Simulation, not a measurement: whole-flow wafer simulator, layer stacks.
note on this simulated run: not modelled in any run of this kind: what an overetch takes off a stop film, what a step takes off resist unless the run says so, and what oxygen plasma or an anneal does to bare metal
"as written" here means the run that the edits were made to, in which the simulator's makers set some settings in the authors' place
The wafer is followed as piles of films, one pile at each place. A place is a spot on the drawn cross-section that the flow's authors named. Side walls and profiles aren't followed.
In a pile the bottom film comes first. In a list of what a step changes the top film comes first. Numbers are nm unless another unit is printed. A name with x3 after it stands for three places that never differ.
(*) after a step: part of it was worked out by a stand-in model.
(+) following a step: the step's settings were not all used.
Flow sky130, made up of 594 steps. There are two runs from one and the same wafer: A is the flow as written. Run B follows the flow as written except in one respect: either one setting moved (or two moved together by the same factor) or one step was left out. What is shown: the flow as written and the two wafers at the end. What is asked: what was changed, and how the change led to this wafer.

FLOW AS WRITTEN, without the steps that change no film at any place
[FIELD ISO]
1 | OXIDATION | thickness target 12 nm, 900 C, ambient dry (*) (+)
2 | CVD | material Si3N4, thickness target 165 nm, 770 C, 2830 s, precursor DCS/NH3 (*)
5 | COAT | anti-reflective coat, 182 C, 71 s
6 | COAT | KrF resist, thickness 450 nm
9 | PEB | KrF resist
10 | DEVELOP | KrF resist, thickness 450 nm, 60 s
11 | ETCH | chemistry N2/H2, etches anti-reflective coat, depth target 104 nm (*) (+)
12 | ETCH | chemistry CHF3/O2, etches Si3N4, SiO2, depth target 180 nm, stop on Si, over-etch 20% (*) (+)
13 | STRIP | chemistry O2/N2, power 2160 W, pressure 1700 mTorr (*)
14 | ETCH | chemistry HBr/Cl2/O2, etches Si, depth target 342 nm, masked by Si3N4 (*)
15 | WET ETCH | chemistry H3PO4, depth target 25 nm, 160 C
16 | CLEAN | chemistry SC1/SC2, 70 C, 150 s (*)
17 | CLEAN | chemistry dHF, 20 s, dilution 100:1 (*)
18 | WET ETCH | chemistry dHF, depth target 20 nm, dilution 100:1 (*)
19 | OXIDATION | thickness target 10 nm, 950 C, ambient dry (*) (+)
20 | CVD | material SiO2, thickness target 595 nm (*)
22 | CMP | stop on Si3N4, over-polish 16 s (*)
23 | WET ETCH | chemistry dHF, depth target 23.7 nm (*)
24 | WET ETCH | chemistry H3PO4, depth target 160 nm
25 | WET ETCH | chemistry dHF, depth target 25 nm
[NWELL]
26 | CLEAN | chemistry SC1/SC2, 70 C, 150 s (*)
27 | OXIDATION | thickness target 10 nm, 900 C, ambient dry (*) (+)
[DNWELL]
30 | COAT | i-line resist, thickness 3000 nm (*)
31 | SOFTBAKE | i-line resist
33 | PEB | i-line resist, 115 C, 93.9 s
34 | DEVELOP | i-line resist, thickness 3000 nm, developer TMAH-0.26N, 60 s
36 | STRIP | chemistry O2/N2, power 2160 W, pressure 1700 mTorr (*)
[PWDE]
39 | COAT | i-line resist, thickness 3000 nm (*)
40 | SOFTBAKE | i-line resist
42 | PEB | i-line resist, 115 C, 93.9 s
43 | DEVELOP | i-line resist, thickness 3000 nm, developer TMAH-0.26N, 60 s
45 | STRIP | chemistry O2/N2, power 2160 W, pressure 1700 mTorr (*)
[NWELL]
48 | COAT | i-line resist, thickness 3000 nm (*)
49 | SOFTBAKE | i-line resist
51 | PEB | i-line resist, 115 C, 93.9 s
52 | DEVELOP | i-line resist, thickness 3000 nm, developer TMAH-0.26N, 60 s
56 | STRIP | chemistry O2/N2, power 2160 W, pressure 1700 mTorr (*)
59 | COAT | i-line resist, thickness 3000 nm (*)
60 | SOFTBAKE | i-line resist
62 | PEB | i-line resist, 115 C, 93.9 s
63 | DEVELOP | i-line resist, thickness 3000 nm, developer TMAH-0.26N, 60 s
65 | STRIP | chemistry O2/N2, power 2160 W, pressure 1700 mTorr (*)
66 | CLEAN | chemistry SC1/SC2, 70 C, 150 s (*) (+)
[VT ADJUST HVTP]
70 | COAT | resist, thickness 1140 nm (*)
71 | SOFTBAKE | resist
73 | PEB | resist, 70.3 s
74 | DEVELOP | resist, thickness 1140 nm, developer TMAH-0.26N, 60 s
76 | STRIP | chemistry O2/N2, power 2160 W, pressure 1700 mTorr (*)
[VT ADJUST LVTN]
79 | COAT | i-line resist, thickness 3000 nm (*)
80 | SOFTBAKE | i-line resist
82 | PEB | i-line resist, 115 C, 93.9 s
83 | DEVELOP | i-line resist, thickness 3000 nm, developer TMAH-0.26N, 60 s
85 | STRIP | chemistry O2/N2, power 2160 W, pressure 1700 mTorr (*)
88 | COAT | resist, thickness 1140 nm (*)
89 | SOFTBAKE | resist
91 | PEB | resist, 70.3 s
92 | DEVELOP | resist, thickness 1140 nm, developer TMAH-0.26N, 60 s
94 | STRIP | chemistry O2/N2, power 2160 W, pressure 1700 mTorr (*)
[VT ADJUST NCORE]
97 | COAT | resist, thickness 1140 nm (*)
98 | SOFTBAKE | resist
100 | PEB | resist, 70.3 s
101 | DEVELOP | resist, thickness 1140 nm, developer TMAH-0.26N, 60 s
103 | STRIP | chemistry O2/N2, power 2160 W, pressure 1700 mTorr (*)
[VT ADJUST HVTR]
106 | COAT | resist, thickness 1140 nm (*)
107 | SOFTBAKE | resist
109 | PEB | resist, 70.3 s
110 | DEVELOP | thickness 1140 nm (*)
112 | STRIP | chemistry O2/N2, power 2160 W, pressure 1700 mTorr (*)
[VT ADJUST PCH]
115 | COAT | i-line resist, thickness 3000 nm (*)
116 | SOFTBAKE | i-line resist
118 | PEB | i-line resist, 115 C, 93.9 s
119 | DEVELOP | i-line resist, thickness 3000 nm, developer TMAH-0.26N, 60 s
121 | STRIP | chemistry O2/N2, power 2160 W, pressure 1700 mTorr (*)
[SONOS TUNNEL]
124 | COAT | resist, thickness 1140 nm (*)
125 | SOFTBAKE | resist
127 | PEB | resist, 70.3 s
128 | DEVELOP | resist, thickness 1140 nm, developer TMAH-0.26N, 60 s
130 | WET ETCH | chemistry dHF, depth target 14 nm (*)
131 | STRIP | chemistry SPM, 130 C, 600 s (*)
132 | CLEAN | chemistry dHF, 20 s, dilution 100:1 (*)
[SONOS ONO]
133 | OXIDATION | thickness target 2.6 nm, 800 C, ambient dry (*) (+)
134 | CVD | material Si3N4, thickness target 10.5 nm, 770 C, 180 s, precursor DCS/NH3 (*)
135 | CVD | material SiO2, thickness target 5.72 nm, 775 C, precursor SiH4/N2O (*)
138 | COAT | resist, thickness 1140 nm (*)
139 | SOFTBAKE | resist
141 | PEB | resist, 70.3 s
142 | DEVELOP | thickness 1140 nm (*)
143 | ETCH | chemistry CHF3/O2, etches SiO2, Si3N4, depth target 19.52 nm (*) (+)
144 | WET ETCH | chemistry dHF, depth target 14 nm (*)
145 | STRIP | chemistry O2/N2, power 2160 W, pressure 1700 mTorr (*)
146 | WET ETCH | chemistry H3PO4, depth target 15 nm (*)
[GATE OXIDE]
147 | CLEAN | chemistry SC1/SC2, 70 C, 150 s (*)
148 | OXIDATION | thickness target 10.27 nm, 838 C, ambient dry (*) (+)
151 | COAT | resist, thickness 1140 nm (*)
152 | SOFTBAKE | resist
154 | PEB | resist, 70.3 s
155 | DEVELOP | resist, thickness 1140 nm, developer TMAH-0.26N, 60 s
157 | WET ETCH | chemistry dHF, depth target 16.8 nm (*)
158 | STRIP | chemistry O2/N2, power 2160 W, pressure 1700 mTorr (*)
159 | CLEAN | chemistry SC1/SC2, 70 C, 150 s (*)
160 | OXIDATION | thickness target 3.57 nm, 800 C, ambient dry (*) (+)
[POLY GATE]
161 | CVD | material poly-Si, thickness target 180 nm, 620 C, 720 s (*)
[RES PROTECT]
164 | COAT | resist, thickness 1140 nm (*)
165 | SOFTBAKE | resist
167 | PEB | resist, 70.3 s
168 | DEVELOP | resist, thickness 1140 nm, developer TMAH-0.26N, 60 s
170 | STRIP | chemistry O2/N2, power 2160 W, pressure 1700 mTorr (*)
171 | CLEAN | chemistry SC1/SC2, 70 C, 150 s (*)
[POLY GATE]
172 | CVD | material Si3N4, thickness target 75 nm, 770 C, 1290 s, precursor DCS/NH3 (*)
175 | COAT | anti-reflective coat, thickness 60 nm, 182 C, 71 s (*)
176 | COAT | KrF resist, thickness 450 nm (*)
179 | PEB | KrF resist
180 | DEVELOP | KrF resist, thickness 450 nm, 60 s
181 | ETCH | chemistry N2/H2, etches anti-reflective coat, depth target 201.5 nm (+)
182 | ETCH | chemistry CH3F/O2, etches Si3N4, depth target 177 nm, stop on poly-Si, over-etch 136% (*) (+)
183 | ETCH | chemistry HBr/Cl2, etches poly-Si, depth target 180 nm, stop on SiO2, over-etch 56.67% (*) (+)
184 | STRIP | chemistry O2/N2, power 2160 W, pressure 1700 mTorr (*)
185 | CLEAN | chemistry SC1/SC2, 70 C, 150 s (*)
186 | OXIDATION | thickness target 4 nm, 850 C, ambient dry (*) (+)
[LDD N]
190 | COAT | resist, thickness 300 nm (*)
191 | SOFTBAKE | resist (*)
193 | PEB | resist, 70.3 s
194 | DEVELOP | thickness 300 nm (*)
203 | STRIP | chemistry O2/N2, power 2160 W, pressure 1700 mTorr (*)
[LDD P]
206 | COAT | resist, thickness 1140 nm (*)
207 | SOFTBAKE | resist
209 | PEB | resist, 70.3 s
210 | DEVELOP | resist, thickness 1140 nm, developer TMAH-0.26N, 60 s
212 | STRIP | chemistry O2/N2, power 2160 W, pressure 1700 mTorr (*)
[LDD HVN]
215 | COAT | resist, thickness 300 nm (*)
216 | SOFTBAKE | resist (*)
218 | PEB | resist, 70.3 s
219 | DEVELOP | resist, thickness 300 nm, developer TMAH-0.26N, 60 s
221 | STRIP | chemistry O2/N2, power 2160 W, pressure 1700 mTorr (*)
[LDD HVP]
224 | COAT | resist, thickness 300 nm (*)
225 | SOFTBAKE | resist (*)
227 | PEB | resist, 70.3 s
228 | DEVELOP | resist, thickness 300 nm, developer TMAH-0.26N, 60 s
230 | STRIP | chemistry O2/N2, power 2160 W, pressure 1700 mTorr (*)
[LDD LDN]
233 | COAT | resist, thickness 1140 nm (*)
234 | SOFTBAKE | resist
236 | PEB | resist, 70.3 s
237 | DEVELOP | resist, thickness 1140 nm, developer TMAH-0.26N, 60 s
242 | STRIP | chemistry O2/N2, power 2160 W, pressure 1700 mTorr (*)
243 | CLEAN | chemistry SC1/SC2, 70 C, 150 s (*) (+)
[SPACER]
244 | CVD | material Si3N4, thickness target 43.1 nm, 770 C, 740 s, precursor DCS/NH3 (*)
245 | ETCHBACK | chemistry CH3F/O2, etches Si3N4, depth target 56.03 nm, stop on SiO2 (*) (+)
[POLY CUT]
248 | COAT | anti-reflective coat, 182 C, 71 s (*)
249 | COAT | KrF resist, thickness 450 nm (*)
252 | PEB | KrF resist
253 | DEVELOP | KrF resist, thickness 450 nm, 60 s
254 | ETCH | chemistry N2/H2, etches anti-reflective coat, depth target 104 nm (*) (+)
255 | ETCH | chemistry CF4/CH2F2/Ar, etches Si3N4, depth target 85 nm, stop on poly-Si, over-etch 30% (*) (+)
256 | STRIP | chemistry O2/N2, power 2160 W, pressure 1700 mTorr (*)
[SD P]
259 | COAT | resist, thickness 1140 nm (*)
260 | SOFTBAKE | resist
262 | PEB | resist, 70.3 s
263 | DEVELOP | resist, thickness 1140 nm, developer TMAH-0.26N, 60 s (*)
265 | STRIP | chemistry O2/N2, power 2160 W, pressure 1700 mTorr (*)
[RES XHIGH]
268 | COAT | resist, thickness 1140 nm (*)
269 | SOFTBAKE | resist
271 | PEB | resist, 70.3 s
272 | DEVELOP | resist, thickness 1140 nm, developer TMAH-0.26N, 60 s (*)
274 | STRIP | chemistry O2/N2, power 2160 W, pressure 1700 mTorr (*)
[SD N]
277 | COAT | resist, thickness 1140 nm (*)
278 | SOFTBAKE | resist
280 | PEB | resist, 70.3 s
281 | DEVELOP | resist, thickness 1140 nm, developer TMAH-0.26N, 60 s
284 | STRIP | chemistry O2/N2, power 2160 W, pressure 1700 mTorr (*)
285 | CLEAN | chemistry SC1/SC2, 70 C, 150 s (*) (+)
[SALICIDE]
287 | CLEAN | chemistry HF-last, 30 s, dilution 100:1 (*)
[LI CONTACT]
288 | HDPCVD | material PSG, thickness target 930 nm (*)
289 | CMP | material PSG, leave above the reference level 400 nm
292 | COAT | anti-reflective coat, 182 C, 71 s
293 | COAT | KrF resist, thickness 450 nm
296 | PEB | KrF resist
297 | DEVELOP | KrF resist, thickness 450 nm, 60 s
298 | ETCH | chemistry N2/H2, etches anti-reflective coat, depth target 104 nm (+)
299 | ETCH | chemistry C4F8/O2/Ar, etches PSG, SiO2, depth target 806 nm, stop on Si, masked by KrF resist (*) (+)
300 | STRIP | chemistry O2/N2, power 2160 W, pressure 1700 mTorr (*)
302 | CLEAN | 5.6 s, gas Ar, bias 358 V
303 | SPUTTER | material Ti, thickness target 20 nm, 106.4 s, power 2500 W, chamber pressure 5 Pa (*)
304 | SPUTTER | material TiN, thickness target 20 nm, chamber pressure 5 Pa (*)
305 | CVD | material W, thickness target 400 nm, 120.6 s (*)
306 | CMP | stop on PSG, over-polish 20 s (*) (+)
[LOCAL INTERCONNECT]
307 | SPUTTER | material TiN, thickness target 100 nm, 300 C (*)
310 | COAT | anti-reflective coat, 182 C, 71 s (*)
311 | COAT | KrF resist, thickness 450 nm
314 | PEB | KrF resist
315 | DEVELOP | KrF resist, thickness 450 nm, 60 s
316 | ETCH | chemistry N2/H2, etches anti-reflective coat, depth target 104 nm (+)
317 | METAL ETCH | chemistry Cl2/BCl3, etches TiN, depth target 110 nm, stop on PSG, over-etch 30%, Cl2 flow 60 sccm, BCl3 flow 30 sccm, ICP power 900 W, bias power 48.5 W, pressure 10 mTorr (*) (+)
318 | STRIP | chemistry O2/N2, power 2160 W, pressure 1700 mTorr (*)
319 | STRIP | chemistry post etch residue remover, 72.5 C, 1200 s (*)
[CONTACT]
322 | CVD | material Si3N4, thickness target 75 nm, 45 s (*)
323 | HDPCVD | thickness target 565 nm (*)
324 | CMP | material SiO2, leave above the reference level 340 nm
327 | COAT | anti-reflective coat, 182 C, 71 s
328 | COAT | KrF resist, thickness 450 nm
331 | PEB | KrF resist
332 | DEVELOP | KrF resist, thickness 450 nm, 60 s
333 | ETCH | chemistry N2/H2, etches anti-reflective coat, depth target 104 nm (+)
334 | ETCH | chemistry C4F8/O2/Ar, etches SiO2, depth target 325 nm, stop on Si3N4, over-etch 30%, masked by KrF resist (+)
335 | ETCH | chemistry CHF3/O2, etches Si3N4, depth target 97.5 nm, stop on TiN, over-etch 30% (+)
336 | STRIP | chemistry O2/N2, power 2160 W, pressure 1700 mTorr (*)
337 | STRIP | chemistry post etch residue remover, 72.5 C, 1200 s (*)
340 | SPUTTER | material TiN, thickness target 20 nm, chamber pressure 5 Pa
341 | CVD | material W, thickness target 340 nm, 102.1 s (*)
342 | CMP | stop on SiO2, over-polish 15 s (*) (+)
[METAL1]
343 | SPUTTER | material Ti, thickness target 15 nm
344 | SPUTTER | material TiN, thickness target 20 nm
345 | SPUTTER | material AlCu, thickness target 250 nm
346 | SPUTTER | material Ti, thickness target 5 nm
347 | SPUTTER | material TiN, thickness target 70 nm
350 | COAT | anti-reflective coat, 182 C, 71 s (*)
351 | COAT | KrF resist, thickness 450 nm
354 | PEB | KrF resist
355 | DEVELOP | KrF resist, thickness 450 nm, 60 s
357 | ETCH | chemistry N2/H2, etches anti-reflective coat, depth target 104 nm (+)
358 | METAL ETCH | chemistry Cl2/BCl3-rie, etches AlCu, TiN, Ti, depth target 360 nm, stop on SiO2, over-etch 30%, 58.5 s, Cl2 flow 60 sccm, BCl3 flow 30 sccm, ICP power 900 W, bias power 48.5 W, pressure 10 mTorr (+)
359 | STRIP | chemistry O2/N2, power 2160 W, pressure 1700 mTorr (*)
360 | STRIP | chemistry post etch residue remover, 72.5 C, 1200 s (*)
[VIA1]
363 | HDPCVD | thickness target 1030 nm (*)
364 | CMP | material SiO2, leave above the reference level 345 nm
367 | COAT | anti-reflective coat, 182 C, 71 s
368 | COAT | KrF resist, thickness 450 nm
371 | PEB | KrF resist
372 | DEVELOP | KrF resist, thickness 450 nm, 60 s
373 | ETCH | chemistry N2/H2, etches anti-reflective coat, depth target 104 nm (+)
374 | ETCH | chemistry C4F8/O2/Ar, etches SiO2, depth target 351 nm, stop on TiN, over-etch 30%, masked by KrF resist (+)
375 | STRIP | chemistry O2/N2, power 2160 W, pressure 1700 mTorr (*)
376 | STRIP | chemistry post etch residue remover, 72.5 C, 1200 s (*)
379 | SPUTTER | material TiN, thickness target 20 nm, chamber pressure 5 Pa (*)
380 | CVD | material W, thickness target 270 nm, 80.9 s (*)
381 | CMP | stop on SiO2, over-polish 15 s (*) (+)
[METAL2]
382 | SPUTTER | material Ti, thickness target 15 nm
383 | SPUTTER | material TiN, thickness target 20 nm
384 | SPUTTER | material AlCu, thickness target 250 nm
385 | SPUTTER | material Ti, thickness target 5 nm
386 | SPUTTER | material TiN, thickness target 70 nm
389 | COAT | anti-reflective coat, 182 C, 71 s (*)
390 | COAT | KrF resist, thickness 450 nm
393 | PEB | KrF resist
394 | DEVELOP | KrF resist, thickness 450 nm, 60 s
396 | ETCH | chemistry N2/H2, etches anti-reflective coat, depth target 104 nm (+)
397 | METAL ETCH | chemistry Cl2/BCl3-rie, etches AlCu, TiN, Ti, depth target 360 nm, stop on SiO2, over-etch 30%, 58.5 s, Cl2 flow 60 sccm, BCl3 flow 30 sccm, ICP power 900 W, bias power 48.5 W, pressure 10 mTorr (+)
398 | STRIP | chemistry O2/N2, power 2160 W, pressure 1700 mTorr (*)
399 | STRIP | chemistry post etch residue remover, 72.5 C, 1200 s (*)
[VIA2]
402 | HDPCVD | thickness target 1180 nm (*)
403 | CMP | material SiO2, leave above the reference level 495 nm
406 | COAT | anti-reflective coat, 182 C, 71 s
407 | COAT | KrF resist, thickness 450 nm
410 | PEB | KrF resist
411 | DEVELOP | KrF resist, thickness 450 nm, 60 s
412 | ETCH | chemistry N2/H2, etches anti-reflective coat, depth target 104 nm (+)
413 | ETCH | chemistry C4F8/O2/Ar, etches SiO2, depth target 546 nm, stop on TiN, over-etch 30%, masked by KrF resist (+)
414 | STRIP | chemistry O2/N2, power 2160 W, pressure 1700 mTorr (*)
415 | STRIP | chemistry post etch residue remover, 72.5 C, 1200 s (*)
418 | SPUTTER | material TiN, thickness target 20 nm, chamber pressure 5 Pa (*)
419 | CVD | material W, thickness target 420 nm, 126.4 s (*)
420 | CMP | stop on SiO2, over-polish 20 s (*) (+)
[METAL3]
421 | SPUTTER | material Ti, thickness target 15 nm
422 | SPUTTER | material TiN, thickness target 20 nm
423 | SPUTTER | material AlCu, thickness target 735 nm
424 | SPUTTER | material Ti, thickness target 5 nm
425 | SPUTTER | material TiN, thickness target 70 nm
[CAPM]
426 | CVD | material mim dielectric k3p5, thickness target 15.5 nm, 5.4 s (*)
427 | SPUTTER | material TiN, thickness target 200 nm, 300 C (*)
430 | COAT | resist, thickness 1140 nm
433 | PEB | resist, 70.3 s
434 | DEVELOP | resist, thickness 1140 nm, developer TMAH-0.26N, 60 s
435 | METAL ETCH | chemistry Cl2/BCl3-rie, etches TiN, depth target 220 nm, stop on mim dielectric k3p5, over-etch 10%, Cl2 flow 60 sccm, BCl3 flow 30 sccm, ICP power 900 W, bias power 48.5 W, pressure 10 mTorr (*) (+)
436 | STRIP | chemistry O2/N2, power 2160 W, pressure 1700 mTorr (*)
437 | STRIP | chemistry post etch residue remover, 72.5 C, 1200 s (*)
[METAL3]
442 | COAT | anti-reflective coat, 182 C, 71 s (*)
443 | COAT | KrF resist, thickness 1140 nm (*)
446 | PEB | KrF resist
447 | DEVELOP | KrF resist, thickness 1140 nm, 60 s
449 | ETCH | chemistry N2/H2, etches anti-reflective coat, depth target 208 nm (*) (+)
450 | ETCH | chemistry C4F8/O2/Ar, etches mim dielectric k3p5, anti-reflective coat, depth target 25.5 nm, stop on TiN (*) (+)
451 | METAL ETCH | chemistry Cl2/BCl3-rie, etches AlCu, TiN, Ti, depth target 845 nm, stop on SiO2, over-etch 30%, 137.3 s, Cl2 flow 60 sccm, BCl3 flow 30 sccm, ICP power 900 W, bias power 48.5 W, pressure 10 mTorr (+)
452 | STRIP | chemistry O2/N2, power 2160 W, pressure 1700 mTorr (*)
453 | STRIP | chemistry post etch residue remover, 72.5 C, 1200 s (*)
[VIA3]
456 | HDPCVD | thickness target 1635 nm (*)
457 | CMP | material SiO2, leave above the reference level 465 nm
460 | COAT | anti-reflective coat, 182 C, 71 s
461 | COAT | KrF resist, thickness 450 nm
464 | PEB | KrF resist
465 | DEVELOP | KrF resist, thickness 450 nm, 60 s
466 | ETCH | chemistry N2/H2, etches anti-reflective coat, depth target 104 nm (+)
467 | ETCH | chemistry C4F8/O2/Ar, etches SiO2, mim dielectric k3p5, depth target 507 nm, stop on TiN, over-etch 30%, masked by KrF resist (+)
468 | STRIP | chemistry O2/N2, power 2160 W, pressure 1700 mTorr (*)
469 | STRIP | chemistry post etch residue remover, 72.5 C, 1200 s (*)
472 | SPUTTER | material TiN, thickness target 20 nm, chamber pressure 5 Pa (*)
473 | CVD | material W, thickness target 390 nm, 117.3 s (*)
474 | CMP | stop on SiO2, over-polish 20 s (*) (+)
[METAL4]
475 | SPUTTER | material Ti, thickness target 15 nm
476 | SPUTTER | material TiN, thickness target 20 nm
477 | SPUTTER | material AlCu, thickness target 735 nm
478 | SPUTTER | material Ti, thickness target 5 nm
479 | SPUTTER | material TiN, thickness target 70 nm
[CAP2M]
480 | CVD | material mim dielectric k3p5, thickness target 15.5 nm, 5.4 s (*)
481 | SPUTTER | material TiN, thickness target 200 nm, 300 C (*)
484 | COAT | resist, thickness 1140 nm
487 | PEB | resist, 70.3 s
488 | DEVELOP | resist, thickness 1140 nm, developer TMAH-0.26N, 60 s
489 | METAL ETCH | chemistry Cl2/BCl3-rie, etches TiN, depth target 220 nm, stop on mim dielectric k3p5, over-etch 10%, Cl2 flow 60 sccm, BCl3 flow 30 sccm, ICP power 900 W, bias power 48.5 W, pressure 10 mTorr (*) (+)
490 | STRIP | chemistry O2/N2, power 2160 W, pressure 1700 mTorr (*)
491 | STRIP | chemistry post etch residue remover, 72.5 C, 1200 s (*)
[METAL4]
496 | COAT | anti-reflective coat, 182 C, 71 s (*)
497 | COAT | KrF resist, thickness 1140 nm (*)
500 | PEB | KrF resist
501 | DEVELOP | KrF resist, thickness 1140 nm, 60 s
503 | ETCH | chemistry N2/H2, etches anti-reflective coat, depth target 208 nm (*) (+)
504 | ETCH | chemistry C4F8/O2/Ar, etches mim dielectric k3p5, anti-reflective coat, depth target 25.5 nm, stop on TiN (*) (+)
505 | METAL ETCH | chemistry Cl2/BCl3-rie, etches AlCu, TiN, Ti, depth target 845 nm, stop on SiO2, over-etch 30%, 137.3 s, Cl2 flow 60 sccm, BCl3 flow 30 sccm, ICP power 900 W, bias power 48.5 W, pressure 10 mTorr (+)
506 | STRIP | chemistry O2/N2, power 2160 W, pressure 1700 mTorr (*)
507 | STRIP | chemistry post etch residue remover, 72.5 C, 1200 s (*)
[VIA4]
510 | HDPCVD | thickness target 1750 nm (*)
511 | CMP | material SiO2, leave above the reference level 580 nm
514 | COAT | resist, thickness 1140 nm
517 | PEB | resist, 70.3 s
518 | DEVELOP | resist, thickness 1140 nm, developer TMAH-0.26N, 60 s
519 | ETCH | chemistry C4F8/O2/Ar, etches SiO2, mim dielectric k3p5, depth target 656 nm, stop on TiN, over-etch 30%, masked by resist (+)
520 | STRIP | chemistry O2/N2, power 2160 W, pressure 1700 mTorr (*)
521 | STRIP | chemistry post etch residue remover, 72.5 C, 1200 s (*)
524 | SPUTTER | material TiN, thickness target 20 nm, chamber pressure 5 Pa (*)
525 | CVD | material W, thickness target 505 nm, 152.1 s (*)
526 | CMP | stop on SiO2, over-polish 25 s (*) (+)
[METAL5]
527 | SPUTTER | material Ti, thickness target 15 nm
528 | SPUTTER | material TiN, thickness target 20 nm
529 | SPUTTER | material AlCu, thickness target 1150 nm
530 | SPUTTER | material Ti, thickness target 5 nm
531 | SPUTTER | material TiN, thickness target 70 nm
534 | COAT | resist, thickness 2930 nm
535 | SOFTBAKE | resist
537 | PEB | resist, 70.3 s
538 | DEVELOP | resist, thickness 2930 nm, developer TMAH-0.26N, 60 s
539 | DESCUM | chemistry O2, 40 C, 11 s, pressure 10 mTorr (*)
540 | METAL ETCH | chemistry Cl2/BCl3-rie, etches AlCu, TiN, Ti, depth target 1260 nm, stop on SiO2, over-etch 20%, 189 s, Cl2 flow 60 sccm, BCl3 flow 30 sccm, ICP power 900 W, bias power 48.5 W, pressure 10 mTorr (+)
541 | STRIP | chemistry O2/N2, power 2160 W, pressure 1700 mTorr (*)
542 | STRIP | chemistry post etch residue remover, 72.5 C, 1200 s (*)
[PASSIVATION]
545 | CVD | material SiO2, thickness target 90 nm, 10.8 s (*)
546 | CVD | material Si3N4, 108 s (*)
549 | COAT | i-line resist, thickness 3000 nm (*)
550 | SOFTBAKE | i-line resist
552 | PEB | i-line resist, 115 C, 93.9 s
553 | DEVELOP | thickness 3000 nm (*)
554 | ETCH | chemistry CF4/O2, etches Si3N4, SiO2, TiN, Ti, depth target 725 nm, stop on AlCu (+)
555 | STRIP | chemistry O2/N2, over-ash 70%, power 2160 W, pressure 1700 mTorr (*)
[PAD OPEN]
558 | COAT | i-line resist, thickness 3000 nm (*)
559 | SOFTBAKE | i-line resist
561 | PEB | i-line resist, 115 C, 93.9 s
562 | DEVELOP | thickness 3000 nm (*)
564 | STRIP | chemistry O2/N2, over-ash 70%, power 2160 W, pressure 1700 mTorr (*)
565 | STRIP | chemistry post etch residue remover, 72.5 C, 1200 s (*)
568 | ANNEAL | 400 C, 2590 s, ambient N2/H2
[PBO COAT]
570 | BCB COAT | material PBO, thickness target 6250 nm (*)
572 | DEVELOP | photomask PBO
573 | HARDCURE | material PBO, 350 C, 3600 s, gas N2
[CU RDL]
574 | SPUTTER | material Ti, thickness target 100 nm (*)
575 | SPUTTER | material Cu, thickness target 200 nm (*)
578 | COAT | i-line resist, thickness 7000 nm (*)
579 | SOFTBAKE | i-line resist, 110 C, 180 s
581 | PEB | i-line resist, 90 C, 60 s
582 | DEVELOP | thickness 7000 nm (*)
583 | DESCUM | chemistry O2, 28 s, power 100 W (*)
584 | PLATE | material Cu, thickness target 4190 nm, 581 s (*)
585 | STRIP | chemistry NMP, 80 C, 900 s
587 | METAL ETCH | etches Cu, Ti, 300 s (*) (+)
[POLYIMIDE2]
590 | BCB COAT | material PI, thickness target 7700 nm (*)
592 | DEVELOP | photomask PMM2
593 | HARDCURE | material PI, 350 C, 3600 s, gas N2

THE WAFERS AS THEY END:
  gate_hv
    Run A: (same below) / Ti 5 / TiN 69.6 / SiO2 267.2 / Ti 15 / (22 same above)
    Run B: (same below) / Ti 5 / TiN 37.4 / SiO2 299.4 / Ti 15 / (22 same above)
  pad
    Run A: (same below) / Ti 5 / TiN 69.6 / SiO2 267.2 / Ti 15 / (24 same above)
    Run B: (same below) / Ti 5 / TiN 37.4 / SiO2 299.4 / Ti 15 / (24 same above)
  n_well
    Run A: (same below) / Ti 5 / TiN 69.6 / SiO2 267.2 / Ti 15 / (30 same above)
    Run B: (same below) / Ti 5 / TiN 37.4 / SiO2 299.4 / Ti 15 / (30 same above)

Cause: step 347, SPUTTER: thickness target 37.8 nm was run, whereas the flow has thickness target 70 nm.

How this came from the change, step by step:
  347 | SPUTTER | material TiN, thickness target 70 nm
      field, active, n_well and 188 more: A +70 TiN (new film) | B +37.8 TiN (new film)
  358 | METAL ETCH | chemistry Cl2/BCl3-rie, etches AlCu, TiN, Ti, depth target 360 nm, stop on SiO2, over-etch 30%, 58.5 s, Cl2 flow 60 sccm, BCl3 flow 30 sccm, ICP power 900 W, bias power 48.5 W, pressure 10 mTorr (+)
      field, active, gate and 81 more: A -68.7 TiN (all of it), -5 Ti (all of it), -250 AlCu (all of it), -20 TiN (all of it), -15 Ti (all of it), -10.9 SiO2 | B -36.5 TiN (all of it), -5 Ti (all of it), -250 AlCu (all of it), -20 TiN (all of it), -15 Ti (all of it), -14.2 SiO2
  364 | CMP | material SiO2, leave above the reference level 345 nm
      n_well, p_well, gate_hv and 100 more: A -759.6 SiO2 | B -727.4 SiO2
      poly_licon, ndiff_licon, ndiff_licon_cpp, rpo_hd_licon: A -759 SiO2 | B -726.8 SiO2
  374 | ETCH | chemistry C4F8/O2/Ar, etches SiO2, depth target 351 nm, stop on TiN, over-etch 30%, masked by KrF resist (+)
      m1, via1_hole: A -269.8 SiO2 (all of it) | B -302 SiO2 (all of it)
  379 | SPUTTER | material TiN, thickness target 20 nm, chamber pressure 5 Pa (*)
      m1: A +11 TiN | B +10.4 TiN
  380 | CVD | material W, thickness target 270 nm, 80.9 s (*)
      m1, via1_hole: A +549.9 W (new film) | B +582.7 W (new film)
